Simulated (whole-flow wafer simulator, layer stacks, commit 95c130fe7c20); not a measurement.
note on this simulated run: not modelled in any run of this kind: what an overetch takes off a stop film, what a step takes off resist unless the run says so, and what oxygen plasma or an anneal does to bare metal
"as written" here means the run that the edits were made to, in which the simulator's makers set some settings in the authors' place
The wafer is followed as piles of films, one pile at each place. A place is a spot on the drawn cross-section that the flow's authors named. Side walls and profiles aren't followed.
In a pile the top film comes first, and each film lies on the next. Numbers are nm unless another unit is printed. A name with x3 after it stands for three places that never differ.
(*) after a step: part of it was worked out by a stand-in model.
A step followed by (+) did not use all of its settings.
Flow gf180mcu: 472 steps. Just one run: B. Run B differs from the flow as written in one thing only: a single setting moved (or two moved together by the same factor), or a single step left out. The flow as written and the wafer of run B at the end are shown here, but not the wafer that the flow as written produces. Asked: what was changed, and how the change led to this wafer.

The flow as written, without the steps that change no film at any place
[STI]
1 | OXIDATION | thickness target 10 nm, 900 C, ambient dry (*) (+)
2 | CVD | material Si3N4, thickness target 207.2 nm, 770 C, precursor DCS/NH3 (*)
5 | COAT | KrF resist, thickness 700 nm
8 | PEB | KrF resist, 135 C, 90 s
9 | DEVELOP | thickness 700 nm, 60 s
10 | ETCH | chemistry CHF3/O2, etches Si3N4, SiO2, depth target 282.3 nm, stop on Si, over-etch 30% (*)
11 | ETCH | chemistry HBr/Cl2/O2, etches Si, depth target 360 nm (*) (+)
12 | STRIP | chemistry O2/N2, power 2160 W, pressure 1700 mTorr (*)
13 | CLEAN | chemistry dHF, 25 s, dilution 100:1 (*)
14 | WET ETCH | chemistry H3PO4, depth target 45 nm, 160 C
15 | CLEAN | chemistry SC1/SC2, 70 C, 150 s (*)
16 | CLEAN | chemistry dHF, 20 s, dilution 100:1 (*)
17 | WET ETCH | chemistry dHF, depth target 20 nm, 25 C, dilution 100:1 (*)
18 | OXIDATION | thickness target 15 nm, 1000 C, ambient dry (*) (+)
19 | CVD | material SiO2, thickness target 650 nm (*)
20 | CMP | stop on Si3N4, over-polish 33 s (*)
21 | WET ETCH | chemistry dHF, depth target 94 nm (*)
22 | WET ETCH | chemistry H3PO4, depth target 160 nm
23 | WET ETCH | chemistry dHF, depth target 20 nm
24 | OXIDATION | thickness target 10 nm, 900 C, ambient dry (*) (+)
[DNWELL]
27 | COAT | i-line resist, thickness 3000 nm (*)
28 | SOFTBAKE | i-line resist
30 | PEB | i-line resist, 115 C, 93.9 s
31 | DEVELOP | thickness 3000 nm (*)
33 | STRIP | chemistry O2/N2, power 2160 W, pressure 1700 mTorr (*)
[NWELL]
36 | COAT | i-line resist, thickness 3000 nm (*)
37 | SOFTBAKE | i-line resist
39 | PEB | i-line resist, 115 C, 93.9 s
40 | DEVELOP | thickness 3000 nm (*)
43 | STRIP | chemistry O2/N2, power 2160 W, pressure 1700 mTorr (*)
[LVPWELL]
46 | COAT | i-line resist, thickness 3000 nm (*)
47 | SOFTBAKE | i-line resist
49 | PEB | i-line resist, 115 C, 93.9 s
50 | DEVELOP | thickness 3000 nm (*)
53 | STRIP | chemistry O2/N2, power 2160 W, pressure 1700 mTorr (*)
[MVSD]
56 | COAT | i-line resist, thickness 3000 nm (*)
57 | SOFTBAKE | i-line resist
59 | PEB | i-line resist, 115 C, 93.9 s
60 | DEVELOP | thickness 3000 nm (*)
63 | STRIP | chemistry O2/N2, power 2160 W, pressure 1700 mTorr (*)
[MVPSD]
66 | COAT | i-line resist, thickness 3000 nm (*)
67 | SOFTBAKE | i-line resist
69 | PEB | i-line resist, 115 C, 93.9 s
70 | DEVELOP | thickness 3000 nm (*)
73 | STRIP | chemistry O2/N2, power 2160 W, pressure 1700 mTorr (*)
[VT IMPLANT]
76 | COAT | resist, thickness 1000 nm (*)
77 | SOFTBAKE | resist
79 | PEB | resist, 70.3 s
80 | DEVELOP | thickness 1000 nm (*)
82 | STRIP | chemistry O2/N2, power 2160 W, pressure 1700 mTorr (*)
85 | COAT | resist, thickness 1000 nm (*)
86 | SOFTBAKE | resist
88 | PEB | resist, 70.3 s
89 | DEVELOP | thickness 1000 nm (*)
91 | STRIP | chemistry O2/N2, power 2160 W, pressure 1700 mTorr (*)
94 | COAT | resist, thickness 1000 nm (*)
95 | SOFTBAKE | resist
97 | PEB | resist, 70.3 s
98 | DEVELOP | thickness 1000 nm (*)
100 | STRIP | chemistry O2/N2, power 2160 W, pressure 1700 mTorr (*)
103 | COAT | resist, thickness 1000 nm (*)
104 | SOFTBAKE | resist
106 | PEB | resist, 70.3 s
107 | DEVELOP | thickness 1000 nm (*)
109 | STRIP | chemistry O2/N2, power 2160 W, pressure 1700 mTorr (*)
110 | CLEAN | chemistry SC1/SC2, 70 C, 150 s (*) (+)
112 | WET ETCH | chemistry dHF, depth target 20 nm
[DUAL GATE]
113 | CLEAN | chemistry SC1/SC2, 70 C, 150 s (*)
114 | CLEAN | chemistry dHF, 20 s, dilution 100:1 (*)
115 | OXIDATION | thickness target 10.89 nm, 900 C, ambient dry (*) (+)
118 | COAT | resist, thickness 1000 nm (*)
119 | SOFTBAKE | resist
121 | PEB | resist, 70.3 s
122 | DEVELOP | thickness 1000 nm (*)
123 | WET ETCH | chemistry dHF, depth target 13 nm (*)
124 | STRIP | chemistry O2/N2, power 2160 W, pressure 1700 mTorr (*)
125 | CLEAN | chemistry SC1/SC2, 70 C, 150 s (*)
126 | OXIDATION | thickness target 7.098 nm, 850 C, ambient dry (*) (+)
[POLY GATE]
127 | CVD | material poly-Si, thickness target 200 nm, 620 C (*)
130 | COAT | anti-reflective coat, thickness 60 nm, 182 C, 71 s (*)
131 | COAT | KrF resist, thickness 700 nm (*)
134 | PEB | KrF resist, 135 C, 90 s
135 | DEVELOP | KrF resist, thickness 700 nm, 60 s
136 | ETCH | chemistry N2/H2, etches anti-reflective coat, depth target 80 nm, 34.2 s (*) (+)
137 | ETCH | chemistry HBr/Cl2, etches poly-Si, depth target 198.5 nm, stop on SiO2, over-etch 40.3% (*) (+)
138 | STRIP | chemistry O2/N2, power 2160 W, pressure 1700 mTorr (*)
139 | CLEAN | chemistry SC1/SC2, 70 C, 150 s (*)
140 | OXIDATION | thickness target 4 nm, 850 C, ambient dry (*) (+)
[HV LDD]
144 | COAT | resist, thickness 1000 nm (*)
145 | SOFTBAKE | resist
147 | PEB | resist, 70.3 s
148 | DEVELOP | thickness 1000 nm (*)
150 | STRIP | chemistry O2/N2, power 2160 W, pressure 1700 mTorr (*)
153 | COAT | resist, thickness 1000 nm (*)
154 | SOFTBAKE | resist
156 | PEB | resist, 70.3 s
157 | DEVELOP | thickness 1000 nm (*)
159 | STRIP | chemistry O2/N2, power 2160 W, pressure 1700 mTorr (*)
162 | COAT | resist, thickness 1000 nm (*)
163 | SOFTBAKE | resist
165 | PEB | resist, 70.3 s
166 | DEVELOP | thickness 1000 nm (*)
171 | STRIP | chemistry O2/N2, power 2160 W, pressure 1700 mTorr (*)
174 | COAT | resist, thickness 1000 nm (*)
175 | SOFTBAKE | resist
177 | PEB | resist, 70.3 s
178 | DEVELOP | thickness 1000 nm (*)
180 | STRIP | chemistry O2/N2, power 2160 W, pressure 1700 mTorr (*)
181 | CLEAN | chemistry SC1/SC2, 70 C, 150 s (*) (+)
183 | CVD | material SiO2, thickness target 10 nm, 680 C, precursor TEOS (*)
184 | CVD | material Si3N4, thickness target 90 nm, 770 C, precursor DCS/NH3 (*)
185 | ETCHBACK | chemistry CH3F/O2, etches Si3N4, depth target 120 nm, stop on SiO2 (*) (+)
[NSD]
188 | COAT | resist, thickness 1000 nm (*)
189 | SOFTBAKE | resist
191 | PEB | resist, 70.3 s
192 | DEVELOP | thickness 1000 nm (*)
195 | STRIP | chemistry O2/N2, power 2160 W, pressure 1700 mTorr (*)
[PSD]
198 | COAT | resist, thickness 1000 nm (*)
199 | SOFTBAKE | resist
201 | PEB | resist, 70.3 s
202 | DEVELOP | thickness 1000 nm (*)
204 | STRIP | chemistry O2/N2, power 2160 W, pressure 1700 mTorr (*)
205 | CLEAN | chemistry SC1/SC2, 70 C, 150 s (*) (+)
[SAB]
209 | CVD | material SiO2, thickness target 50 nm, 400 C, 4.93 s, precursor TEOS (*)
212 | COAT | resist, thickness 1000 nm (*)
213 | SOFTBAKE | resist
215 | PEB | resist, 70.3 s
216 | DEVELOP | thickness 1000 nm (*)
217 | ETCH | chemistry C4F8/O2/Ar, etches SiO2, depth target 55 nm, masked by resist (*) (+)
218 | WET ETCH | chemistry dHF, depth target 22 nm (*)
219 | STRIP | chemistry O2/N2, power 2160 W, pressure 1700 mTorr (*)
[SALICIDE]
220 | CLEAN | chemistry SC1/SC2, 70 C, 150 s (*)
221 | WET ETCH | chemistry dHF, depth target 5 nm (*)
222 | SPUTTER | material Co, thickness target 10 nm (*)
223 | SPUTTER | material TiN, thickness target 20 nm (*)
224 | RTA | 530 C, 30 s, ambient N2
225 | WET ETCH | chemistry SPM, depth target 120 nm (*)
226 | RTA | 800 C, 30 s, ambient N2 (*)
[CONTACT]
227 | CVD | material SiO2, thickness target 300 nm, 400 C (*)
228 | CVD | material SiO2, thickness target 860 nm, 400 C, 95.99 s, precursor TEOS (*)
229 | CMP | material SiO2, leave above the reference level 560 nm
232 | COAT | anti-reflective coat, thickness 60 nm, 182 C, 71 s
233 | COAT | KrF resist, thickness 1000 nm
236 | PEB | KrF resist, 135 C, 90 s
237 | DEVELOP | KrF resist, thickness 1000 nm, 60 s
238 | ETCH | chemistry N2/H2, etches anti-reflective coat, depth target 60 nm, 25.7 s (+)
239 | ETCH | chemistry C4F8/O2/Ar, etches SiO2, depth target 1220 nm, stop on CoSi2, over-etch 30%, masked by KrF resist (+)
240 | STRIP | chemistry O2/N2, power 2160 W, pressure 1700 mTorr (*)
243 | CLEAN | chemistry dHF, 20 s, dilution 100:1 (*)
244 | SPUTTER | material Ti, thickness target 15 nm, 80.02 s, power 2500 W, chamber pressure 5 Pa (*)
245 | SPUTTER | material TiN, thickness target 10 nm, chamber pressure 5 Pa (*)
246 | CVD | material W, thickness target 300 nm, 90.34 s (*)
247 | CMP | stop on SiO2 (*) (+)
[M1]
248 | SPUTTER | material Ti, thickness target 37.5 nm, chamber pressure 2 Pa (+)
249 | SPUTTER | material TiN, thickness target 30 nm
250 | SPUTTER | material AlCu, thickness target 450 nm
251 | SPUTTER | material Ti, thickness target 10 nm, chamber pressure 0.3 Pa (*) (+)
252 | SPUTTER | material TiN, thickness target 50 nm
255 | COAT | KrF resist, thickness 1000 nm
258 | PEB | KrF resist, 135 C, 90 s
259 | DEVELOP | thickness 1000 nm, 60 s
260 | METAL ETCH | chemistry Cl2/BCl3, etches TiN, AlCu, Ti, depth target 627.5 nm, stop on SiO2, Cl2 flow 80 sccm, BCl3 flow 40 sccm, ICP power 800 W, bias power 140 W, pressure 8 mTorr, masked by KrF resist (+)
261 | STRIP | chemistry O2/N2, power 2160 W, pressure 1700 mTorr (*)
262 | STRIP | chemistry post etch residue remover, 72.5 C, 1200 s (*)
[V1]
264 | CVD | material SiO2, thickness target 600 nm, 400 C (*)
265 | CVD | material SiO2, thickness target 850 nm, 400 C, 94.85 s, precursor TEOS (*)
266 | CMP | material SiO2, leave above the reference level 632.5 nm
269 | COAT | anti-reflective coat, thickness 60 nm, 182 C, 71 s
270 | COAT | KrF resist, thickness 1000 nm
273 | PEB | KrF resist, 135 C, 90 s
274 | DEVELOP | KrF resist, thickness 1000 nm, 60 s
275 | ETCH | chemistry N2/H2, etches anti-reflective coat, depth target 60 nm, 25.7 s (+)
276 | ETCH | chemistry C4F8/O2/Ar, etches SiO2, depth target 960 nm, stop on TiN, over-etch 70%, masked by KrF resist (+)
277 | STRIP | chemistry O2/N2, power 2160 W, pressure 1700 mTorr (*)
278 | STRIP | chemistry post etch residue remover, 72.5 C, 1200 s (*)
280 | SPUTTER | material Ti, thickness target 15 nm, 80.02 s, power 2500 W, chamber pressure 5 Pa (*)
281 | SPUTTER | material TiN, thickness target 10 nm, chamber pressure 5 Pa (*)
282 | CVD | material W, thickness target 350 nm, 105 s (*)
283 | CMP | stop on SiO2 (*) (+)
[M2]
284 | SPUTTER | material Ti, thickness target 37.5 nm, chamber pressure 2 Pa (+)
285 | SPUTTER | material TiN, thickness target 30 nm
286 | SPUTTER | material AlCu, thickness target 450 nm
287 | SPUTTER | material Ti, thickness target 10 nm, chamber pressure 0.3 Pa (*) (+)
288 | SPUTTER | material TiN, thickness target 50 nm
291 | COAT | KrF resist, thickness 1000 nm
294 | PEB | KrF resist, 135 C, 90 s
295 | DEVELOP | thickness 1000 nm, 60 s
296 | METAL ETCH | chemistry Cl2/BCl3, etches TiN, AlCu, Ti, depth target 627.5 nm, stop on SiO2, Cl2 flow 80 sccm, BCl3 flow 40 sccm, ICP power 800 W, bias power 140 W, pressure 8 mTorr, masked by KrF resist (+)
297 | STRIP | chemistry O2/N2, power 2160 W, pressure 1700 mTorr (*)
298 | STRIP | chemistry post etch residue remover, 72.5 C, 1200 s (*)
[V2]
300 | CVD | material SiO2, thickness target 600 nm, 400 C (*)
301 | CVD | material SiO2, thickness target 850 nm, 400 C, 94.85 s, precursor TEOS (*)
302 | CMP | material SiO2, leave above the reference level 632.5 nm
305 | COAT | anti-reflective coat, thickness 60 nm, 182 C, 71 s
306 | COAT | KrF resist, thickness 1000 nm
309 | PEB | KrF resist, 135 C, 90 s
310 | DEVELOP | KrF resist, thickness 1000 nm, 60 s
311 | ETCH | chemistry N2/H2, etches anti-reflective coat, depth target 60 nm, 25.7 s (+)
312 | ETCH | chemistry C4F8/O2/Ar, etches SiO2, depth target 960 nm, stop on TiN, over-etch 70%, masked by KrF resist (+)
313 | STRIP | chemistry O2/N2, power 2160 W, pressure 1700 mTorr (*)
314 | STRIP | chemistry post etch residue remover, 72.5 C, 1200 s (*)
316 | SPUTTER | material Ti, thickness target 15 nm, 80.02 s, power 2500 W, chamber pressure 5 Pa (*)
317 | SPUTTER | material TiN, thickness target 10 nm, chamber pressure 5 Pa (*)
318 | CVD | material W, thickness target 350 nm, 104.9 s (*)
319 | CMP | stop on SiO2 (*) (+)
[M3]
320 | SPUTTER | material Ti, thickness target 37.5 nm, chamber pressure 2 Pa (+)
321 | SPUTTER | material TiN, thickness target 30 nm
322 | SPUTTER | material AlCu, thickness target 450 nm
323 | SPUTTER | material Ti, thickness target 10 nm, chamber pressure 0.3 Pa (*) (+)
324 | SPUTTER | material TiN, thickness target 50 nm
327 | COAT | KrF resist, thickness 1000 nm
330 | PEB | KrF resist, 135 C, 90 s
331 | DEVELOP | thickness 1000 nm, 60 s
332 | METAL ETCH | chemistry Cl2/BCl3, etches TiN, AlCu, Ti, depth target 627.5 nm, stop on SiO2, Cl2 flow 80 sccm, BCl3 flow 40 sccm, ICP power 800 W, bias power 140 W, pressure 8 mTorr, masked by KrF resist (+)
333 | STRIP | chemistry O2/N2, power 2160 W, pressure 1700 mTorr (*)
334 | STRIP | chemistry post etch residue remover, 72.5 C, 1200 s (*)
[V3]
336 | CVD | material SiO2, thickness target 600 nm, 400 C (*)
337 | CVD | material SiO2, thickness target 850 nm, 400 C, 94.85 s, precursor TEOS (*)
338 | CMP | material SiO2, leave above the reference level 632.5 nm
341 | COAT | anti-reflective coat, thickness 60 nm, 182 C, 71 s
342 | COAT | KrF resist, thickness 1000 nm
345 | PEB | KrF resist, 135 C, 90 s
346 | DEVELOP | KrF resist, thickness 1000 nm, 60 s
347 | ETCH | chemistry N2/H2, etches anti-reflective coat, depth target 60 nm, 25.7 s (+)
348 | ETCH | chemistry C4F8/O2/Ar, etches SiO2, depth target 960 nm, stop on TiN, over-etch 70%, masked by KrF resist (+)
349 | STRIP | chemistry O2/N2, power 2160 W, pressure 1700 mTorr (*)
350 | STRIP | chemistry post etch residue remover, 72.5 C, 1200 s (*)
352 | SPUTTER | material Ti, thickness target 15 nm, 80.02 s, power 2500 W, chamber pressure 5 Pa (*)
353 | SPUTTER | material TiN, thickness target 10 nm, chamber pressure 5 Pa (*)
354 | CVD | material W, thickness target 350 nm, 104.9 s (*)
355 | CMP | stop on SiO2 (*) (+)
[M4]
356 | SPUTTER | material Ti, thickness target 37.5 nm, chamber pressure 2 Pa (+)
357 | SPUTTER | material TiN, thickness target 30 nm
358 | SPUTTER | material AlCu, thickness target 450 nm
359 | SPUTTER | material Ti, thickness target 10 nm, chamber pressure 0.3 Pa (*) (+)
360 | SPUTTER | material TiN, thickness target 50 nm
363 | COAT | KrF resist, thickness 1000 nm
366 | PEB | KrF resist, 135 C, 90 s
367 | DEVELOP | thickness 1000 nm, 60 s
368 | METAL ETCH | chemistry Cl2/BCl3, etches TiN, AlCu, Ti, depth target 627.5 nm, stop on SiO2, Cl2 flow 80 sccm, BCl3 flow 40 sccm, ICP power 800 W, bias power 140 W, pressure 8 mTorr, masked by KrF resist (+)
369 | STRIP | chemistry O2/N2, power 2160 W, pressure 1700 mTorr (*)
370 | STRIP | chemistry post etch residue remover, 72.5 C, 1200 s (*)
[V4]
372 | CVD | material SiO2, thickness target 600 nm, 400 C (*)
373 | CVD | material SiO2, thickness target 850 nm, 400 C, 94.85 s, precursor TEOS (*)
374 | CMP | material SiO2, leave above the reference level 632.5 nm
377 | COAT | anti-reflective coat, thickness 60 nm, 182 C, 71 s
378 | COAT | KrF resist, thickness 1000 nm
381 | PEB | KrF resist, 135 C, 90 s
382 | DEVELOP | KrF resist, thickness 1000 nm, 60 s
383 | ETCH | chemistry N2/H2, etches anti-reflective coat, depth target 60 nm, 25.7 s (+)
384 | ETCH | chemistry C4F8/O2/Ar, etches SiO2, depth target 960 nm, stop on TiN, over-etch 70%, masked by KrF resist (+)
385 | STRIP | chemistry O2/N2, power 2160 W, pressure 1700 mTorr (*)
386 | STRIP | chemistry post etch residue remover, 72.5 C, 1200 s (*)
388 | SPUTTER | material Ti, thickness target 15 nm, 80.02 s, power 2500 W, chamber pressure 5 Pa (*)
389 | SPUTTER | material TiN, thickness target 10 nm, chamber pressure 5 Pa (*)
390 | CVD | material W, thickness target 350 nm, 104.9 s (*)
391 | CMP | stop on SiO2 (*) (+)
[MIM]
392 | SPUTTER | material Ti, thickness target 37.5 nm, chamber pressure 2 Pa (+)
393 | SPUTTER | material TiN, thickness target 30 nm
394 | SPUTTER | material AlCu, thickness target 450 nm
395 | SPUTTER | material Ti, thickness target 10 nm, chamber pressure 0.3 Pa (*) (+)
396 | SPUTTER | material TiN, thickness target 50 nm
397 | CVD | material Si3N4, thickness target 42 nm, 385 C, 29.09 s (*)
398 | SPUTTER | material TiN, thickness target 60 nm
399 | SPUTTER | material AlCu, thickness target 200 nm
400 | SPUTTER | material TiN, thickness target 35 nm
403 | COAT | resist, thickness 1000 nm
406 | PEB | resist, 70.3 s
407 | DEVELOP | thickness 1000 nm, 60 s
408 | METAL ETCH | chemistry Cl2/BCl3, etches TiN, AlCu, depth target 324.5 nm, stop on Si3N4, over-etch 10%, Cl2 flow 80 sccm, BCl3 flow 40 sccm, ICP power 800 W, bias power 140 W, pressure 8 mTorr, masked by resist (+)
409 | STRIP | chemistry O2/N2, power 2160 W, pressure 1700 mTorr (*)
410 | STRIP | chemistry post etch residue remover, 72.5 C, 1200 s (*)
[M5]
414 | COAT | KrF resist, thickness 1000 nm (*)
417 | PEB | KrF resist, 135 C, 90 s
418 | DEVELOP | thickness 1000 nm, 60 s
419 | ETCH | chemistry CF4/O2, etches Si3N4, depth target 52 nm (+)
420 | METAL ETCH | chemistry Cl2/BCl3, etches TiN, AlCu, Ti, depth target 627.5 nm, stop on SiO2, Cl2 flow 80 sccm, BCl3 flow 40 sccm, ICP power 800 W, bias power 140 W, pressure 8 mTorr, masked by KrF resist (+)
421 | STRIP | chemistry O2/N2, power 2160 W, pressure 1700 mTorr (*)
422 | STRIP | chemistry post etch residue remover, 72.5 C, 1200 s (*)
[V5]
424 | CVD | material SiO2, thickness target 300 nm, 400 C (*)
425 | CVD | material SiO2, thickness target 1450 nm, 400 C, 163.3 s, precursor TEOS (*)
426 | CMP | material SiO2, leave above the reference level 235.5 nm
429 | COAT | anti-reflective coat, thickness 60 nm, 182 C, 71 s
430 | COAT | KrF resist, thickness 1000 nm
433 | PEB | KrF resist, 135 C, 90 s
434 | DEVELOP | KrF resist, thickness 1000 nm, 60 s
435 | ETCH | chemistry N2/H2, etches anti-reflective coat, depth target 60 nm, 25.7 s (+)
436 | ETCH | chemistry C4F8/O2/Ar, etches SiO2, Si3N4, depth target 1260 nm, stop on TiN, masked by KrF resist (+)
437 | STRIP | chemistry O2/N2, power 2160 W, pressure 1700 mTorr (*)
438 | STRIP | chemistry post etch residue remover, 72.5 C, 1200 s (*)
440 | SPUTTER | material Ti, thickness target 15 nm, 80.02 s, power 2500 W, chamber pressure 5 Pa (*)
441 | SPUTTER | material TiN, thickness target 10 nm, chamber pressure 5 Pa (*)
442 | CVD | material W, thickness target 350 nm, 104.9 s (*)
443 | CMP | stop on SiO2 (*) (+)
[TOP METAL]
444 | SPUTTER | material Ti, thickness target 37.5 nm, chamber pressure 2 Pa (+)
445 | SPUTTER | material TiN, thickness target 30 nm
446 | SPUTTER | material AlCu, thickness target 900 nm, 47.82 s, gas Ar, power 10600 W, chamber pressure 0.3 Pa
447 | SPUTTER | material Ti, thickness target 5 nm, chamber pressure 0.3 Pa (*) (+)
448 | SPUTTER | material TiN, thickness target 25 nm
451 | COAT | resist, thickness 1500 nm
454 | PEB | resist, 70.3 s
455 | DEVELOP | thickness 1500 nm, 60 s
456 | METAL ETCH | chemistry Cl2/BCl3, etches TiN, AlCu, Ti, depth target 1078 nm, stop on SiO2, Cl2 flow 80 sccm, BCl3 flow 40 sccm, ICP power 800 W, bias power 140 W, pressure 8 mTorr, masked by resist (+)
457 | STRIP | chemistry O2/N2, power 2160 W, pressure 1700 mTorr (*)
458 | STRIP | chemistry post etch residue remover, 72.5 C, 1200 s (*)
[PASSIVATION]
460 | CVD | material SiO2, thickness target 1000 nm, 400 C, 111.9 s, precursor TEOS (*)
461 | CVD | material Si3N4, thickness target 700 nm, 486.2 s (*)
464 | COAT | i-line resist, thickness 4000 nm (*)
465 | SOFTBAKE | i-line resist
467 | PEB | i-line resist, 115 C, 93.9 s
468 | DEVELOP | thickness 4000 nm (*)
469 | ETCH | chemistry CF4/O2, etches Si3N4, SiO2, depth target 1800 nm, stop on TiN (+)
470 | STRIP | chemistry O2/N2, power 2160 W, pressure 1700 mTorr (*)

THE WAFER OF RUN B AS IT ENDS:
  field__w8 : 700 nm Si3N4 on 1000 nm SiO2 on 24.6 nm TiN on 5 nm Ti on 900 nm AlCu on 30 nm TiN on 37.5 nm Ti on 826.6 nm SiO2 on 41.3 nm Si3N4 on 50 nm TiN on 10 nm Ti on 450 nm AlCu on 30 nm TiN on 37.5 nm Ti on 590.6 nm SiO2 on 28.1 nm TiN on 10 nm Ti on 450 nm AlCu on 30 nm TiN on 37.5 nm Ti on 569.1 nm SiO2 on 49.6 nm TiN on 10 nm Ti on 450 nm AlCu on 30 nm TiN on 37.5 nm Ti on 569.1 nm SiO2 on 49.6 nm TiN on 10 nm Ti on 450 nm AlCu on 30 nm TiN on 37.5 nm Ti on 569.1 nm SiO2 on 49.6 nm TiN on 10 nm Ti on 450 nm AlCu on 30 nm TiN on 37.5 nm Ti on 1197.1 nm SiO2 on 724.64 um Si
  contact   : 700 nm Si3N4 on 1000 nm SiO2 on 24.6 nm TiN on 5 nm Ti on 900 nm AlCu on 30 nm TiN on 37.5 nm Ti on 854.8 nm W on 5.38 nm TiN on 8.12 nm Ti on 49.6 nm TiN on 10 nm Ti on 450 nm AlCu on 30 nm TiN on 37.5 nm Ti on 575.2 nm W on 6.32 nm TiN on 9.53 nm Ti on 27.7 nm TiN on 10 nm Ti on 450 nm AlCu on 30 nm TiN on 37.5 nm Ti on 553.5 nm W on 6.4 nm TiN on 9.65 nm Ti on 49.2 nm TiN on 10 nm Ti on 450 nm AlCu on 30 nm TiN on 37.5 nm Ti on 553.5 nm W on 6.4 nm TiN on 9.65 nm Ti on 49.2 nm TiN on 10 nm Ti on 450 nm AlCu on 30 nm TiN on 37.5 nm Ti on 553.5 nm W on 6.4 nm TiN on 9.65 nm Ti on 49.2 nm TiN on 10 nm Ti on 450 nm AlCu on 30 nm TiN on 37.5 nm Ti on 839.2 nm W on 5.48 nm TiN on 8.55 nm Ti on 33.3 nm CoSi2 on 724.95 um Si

The reason: step 360, SPUTTER: thickness target 28.5 nm was run, though the flow has thickness target 50 nm.

Step by step, how the change led to this:
  360 | SPUTTER | material TiN, thickness target 50 nm
      field, field__w1, field__w2 and 108 more: +28.5 TiN (new film) (as written it would have been: +50 TiN (new film))
  368 | METAL ETCH | chemistry Cl2/BCl3, etches TiN, AlCu, Ti, depth target 627.5 nm, stop on SiO2, Cl2 flow 80 sccm, BCl3 flow 40 sccm, ICP power 800 W, bias power 140 W, pressure 8 mTorr, masked by KrF resist (+)
      field, field__w1, field__w2 and 103 more: -28.5 TiN (all of it), -10 Ti (all of it), -450 AlCu (all of it), -30 TiN (all of it), -37.5 Ti (all of it) (as written it would have been: -50 TiN (all of it), -10 Ti (all of it), -450 AlCu (all of it), -30 TiN (all of it), -37.5 Ti (all of it))
  374 | CMP | material SiO2, leave above the reference level 632.5 nm
      field__w8, contact, m1, m1__w1, m1_nw: -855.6 SiO2 (as written it would have been: -877.1 SiO2)
  384 | ETCH | chemistry C4F8/O2/Ar, etches SiO2, depth target 960 nm, stop on TiN, over-etch 70%, masked by KrF resist (+)
      contact: -594 SiO2 (all of it) (as written it would have been: -572.5 SiO2 (all of it))
  390 | CVD | material W, thickness target 350 nm, 104.9 s (*)
      contact: +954 W (new film) (as written it would have been: +932.3 W (new film))
